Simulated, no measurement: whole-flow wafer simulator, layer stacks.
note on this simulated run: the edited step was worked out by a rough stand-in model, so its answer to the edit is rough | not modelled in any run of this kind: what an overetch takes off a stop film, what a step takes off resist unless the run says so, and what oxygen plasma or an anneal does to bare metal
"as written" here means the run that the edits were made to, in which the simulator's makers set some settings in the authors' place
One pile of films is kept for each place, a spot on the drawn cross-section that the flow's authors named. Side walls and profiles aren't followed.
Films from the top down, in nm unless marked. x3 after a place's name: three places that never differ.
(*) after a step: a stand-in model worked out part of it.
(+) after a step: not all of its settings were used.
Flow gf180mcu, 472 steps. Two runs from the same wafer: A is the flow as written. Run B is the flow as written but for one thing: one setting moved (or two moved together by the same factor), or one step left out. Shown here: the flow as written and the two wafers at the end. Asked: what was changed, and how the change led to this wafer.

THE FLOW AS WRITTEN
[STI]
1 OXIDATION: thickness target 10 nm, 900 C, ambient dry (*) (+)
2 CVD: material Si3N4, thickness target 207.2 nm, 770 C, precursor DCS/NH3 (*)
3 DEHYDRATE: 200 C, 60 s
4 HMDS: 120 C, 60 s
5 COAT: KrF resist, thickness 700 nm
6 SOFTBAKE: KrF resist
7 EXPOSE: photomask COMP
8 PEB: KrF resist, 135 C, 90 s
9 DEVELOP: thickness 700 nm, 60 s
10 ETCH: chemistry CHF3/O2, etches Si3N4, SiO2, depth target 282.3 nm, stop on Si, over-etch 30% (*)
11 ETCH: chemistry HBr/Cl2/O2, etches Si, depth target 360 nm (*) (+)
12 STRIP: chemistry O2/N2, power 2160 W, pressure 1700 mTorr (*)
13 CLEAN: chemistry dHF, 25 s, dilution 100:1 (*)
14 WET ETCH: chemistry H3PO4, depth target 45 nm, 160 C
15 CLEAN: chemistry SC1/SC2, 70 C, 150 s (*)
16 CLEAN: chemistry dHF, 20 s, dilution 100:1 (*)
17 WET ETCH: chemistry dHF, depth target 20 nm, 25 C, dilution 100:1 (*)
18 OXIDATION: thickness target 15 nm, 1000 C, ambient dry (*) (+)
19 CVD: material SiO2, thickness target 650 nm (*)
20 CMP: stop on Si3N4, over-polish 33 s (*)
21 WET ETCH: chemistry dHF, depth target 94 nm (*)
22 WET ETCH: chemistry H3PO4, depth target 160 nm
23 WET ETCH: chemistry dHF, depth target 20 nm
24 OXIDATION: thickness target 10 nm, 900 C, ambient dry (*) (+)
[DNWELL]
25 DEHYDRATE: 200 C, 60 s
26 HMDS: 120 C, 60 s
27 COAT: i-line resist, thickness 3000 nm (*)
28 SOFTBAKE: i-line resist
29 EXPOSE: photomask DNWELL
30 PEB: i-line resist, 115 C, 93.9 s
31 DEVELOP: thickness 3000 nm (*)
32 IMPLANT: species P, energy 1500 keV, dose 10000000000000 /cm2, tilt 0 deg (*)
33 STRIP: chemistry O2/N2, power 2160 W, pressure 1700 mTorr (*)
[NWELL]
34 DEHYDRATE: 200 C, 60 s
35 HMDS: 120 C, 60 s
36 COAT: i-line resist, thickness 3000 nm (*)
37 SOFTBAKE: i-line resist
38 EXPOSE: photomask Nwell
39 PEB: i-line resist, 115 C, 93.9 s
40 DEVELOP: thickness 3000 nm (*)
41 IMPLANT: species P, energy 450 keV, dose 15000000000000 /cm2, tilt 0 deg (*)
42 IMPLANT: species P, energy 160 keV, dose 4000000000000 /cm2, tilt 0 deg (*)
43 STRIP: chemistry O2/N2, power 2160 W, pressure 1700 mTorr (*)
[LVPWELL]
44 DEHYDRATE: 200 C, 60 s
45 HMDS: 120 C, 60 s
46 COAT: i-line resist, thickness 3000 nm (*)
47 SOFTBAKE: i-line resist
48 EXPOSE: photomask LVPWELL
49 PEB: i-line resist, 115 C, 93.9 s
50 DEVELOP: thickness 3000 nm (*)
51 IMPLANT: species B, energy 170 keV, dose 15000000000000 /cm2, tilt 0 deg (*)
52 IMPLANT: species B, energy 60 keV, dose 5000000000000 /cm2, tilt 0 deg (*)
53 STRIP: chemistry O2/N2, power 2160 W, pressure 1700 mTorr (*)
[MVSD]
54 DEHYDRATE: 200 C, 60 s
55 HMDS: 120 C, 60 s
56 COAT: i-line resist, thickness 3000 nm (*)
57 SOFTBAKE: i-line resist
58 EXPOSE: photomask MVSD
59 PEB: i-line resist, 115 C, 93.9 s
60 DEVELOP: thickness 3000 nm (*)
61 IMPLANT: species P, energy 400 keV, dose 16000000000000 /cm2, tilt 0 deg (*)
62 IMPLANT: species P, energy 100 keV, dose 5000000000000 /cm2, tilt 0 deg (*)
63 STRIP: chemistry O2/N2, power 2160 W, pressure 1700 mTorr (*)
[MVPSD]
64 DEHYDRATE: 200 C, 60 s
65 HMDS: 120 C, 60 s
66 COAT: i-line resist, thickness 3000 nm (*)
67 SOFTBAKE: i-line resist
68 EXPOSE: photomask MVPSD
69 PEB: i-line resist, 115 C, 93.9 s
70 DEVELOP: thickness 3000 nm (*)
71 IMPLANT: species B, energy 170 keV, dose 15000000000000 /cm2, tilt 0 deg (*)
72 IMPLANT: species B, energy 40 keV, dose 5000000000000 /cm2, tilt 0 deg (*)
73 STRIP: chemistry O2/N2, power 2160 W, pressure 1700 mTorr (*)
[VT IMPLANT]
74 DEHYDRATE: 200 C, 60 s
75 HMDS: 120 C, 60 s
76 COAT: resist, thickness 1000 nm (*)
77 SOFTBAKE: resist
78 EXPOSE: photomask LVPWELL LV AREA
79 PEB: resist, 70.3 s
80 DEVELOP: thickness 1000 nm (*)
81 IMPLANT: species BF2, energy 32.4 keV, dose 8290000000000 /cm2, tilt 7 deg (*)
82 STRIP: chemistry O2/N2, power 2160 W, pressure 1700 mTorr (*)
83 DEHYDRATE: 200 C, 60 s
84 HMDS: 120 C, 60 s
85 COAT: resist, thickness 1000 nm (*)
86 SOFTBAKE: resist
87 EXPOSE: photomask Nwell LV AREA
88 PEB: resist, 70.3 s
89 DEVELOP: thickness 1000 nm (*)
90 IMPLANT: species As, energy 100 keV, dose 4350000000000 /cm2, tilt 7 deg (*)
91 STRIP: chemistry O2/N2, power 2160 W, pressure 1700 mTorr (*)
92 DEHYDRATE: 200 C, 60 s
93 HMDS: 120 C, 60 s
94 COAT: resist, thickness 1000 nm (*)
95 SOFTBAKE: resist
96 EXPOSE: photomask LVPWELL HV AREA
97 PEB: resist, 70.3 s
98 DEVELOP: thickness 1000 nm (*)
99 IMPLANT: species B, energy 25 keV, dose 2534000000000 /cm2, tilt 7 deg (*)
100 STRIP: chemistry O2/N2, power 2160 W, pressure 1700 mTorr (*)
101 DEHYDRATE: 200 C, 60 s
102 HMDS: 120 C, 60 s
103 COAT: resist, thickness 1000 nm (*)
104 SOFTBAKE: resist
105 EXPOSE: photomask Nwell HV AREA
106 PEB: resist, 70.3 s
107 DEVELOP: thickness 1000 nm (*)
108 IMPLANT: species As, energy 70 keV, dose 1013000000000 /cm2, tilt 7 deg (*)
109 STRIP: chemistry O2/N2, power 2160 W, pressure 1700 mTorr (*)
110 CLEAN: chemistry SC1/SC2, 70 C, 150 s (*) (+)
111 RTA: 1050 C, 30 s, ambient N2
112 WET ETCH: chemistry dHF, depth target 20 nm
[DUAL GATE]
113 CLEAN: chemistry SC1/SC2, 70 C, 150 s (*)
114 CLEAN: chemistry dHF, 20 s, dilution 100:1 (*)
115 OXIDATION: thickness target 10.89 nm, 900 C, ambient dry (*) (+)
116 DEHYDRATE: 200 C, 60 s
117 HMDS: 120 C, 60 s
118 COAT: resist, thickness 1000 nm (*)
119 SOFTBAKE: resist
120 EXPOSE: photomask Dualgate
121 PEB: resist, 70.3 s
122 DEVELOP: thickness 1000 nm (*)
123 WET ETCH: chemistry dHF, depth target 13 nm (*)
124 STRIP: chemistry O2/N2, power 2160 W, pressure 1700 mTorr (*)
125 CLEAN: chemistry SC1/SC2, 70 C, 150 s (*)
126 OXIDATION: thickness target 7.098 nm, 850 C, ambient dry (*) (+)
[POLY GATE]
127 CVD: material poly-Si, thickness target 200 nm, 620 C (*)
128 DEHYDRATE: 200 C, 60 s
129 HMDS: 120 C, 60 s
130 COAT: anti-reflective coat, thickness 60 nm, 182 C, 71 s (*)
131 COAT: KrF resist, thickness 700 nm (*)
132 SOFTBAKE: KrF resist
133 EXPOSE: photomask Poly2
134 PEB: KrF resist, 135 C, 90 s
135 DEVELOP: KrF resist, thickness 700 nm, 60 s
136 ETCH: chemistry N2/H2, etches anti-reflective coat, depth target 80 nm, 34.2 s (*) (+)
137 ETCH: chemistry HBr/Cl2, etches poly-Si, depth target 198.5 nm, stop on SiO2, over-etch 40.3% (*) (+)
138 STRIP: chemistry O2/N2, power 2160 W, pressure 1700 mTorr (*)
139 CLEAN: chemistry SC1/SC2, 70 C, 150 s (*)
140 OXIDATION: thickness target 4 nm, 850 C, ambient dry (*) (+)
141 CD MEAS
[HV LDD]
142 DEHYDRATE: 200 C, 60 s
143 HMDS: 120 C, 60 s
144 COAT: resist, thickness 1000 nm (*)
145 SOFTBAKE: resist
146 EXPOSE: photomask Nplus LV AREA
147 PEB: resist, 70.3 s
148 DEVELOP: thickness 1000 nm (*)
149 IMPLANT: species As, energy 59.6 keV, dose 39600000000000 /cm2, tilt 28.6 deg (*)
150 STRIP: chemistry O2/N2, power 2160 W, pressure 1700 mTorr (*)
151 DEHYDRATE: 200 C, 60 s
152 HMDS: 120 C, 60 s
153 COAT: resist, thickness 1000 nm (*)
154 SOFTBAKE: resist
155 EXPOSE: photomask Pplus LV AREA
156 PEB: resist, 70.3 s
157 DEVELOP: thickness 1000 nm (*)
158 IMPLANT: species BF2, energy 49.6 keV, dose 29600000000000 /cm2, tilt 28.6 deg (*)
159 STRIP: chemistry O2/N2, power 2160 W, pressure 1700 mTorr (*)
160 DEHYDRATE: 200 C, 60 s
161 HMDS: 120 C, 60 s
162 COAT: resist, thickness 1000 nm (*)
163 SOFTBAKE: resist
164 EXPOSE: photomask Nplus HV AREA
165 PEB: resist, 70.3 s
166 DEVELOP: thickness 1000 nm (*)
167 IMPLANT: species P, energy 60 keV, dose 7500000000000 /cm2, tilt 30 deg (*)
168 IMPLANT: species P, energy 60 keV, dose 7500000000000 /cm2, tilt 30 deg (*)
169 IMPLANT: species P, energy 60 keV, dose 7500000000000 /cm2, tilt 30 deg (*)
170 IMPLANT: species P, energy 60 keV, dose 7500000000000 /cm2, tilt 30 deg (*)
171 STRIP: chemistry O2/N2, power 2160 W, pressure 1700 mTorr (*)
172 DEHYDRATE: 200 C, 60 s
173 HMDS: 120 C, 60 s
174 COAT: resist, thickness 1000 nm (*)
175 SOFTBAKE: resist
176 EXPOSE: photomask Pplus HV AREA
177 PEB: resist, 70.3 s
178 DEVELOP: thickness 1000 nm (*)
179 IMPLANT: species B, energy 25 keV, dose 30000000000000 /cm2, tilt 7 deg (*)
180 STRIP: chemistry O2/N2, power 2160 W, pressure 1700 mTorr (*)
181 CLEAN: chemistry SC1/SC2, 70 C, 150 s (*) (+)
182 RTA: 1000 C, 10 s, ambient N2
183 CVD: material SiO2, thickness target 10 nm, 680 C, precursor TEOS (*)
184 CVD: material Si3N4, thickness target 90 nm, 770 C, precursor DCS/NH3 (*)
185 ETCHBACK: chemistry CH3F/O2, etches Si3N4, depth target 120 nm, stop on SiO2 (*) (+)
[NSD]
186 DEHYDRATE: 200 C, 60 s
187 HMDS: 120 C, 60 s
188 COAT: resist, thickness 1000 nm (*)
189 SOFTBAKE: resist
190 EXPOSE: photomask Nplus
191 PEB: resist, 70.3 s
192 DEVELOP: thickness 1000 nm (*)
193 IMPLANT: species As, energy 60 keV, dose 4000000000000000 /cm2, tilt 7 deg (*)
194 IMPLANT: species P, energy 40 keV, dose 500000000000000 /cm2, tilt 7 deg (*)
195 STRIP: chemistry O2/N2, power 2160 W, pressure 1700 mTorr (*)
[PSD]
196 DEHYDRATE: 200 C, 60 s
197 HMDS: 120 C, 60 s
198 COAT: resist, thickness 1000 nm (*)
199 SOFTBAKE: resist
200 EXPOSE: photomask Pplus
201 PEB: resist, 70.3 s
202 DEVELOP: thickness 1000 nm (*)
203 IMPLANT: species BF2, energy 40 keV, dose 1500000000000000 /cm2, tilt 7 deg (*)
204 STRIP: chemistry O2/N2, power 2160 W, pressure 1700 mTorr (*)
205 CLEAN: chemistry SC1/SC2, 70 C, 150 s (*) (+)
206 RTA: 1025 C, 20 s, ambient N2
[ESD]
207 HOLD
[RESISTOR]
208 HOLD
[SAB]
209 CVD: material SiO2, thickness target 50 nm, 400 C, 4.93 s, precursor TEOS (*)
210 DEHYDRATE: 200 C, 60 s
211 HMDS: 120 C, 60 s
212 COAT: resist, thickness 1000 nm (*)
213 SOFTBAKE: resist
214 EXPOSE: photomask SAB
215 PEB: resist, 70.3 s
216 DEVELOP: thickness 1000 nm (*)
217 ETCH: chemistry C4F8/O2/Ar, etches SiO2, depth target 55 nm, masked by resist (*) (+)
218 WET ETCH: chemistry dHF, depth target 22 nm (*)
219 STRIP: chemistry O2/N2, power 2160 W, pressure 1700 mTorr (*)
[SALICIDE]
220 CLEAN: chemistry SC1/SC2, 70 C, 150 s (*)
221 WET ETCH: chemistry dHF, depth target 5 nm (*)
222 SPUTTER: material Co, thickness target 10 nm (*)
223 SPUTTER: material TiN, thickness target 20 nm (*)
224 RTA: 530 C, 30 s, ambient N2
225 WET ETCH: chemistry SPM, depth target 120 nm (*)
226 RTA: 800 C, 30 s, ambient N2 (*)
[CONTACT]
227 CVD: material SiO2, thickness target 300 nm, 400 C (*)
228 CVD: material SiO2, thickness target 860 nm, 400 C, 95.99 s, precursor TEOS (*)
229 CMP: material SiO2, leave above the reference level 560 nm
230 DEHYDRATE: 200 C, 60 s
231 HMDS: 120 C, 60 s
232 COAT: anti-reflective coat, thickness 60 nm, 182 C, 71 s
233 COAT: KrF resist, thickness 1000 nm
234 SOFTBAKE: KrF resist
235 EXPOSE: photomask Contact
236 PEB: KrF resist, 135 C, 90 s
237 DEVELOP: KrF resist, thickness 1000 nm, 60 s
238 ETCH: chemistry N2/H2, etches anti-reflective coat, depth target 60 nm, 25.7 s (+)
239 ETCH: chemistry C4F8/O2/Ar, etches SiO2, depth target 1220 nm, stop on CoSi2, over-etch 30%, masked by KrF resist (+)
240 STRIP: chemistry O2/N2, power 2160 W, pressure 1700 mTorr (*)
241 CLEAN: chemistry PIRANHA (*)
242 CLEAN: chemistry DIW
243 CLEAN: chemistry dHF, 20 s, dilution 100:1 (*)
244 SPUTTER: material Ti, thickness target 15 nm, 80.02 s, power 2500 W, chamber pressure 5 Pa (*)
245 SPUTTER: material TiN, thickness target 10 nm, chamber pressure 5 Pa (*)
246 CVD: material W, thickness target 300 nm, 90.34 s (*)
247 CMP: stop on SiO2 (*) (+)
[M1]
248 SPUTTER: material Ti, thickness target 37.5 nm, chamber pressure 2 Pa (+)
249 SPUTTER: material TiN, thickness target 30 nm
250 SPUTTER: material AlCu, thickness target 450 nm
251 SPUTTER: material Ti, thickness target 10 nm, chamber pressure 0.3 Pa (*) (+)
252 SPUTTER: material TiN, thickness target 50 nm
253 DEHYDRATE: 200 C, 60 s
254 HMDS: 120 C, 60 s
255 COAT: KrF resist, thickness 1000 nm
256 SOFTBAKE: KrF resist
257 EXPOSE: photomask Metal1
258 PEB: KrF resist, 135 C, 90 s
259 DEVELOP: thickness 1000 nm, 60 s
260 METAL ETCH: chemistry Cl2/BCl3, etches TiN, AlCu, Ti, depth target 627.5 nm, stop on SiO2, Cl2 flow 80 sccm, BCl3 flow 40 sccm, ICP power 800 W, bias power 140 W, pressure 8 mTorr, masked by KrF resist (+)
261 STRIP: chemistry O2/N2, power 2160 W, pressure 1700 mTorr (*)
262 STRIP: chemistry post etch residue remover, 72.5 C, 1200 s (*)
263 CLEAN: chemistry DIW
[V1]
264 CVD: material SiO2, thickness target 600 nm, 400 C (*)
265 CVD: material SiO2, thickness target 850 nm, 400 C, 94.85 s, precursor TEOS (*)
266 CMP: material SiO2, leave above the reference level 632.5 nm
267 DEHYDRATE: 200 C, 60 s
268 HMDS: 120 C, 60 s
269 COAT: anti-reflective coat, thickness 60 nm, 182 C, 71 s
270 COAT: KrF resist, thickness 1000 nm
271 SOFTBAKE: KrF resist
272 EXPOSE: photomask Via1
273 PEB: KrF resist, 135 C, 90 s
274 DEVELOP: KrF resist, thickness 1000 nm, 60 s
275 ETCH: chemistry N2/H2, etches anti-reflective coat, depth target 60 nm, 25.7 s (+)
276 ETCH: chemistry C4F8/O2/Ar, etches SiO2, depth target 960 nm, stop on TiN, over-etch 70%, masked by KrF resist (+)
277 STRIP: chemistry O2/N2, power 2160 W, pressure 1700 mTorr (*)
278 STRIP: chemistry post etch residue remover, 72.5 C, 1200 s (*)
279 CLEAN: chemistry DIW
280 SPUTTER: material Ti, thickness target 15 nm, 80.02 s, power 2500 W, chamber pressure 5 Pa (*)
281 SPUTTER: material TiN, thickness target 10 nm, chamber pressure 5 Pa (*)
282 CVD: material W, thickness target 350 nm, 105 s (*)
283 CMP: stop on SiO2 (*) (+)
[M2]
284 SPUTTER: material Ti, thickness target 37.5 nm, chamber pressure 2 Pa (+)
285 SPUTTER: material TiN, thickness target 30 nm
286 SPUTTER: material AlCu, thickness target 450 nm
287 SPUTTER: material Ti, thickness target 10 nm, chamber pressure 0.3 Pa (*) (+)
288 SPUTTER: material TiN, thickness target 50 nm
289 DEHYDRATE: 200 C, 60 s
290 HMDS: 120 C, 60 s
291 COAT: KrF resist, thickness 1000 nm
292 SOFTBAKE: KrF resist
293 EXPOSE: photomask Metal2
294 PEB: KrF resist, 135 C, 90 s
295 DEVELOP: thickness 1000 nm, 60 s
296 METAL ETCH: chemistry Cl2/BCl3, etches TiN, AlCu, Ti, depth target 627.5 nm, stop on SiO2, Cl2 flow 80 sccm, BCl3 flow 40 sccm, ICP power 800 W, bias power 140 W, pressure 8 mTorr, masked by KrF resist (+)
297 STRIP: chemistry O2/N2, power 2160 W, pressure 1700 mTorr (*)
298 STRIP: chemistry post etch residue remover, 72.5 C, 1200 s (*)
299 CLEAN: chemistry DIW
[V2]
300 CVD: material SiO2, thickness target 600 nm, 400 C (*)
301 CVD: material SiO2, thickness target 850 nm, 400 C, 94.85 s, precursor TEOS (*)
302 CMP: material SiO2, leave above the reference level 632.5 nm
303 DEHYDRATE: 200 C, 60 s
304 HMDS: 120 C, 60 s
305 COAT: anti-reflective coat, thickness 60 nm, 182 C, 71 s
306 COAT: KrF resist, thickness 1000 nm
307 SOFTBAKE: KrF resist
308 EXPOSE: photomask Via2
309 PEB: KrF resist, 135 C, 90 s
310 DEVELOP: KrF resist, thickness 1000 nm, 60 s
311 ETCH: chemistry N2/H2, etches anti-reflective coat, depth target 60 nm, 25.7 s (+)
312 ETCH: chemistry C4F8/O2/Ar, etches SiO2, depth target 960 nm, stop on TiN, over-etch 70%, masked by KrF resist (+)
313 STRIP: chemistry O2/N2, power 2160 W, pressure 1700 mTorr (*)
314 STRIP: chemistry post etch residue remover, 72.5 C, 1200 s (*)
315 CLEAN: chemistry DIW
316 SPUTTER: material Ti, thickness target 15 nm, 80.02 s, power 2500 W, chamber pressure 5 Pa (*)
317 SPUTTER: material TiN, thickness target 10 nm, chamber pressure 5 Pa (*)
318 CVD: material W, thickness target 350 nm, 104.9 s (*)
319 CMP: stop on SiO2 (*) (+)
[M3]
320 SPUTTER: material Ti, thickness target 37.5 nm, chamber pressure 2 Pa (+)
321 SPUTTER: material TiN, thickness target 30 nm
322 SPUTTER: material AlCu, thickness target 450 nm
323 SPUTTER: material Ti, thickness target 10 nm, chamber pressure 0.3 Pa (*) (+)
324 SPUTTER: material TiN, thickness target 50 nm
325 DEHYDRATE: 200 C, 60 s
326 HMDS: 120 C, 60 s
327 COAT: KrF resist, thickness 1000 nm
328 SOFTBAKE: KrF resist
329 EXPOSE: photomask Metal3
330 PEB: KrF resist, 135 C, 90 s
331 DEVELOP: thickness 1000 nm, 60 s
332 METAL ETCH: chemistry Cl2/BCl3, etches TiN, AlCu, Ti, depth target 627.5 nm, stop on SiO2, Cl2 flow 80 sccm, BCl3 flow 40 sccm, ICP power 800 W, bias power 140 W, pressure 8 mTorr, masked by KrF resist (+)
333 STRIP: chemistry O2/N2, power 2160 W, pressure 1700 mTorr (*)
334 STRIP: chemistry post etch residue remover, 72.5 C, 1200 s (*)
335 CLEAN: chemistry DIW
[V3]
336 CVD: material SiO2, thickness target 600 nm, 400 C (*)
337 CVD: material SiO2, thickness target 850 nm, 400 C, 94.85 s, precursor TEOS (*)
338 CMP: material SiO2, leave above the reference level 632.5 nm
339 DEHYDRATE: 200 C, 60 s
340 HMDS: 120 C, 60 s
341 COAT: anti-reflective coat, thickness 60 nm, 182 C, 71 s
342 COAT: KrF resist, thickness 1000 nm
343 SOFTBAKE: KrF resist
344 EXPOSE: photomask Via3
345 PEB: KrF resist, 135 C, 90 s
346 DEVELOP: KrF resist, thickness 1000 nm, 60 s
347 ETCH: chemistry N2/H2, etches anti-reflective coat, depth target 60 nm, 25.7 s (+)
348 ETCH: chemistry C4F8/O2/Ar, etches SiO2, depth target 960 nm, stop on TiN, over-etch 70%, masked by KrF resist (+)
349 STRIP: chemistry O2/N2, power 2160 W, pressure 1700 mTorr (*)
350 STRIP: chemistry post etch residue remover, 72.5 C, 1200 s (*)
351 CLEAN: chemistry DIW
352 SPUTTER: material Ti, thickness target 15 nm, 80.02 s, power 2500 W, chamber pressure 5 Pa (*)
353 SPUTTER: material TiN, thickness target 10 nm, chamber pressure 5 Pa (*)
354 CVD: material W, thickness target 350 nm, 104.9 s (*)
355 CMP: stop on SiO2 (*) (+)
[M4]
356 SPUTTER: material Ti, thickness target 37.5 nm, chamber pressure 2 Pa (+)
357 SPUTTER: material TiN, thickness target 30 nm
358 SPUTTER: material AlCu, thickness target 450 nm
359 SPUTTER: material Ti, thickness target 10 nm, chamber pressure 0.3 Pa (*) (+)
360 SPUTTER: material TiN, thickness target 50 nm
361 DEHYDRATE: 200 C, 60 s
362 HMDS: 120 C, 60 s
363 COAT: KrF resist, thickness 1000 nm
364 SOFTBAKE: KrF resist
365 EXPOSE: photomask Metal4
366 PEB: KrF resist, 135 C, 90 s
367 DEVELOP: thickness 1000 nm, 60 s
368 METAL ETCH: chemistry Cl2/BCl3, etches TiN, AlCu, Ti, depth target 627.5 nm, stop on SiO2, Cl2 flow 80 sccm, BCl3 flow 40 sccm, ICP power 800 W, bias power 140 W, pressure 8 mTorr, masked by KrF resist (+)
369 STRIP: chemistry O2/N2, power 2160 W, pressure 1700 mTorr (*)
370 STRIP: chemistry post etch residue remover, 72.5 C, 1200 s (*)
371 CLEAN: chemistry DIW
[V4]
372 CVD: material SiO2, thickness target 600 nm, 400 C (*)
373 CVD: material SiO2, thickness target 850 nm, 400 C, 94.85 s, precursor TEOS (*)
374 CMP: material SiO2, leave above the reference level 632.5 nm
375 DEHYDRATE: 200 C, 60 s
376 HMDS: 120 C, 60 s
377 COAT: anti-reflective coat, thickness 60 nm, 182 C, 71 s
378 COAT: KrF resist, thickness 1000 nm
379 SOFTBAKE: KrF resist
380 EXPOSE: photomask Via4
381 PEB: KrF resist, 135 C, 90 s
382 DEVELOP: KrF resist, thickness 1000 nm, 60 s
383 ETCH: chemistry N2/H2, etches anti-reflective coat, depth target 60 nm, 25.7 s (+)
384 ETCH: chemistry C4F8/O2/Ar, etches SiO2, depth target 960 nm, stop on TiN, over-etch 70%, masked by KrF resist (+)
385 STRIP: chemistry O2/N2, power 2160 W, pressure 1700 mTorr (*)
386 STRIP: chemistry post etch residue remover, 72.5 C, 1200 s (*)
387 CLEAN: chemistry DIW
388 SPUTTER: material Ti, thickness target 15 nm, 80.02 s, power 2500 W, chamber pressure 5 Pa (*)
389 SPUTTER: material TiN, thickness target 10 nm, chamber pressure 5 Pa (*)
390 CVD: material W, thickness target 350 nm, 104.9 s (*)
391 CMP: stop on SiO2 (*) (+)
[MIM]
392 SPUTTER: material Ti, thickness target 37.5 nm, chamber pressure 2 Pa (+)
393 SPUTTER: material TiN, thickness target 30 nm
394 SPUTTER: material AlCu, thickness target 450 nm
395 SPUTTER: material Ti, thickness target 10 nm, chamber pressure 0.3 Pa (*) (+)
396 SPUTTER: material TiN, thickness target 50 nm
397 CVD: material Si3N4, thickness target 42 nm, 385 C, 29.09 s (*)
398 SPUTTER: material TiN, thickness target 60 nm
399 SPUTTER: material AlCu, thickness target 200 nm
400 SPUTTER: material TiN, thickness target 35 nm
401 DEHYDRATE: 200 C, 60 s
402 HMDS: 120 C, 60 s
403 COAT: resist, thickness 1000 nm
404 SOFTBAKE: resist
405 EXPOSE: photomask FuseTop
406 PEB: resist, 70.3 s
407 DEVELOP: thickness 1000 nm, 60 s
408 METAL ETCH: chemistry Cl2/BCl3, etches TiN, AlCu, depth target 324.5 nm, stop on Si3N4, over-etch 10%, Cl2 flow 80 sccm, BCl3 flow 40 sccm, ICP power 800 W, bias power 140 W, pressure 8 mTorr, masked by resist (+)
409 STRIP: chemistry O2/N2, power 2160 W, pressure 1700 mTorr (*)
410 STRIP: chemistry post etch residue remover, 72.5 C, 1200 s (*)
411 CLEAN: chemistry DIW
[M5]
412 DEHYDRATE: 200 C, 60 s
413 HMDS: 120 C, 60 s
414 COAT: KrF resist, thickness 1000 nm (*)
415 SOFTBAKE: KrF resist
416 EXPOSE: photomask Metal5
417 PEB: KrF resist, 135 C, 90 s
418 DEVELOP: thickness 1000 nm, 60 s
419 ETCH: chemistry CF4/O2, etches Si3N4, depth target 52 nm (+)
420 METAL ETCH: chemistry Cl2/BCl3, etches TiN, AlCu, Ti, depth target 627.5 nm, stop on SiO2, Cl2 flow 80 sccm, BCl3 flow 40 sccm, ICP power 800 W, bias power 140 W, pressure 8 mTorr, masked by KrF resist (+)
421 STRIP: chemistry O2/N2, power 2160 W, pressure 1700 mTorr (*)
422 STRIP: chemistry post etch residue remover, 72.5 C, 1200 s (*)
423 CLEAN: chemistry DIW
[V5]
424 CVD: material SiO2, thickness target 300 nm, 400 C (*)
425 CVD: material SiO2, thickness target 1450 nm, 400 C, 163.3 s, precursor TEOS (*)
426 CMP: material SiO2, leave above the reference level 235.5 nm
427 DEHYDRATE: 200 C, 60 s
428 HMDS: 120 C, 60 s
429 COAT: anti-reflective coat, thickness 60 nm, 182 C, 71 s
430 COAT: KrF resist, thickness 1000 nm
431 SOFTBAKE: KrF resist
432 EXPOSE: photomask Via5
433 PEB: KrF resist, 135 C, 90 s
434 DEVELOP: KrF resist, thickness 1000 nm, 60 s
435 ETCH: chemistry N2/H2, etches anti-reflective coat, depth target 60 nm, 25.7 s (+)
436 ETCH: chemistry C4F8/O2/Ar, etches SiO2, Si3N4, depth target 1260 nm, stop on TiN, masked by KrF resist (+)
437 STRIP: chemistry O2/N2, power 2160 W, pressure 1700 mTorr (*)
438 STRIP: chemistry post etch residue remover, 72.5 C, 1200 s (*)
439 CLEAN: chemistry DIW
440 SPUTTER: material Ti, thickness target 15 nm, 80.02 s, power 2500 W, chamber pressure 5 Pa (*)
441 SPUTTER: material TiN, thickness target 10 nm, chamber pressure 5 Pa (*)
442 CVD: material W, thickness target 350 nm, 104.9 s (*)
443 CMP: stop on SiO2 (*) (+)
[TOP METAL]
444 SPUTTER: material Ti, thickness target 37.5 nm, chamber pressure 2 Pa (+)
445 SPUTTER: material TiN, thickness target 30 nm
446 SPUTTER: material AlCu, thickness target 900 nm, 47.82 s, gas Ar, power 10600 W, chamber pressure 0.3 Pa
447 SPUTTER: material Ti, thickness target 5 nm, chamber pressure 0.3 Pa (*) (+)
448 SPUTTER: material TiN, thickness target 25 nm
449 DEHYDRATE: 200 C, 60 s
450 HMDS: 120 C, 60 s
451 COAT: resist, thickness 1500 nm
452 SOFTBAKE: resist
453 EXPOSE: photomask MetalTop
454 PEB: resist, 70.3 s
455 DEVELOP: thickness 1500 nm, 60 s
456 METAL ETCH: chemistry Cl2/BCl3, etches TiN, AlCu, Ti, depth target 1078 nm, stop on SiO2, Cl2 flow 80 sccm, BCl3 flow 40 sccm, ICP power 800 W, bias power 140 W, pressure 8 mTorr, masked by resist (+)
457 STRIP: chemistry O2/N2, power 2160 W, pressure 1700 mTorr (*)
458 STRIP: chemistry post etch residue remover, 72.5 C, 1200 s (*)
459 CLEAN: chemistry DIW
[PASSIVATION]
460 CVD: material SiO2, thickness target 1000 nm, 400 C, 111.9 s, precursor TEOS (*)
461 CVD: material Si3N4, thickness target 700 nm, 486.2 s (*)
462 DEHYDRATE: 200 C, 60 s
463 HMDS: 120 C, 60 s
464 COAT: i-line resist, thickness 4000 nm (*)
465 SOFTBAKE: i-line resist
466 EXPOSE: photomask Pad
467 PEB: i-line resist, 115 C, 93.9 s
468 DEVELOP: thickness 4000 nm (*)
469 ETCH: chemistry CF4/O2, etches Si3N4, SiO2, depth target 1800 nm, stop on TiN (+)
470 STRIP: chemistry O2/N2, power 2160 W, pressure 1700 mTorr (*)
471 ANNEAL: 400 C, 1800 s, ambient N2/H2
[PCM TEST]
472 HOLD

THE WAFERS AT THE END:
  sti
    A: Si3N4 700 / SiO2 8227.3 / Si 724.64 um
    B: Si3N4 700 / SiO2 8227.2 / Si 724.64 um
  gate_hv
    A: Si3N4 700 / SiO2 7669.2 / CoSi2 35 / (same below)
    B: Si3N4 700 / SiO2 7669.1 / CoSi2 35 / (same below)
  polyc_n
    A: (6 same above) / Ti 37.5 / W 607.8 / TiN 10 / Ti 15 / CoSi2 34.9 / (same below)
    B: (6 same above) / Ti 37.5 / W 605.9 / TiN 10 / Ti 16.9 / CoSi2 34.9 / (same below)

The cause: step 244, SPUTTER: 90.02 s was run, where the flow has 80.02 s.

How the change led to this, step by step:
  244 SPUTTER: material Ti, thickness target 15 nm, 80.02 s, power 2500 W, chamber pressure 5 Pa (*)
      field, field__w1, field__w2 and 107 more: A Ti +15 (new film) | B Ti +16.9 (new film)
      contact: A Ti +8.55 (new film) | B Ti +9.62 (new film)
  247 CMP: stop on SiO2 (*) (+)
      field, field__w1, field__w2 and 105 more: A W -300 (all of it), TiN -10 (all of it), Ti -15 (all of it), SiO2 -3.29 | B W -300 (all of it), TiN -10 (all of it), Ti -16.9 (all of it), SiO2 -3.31
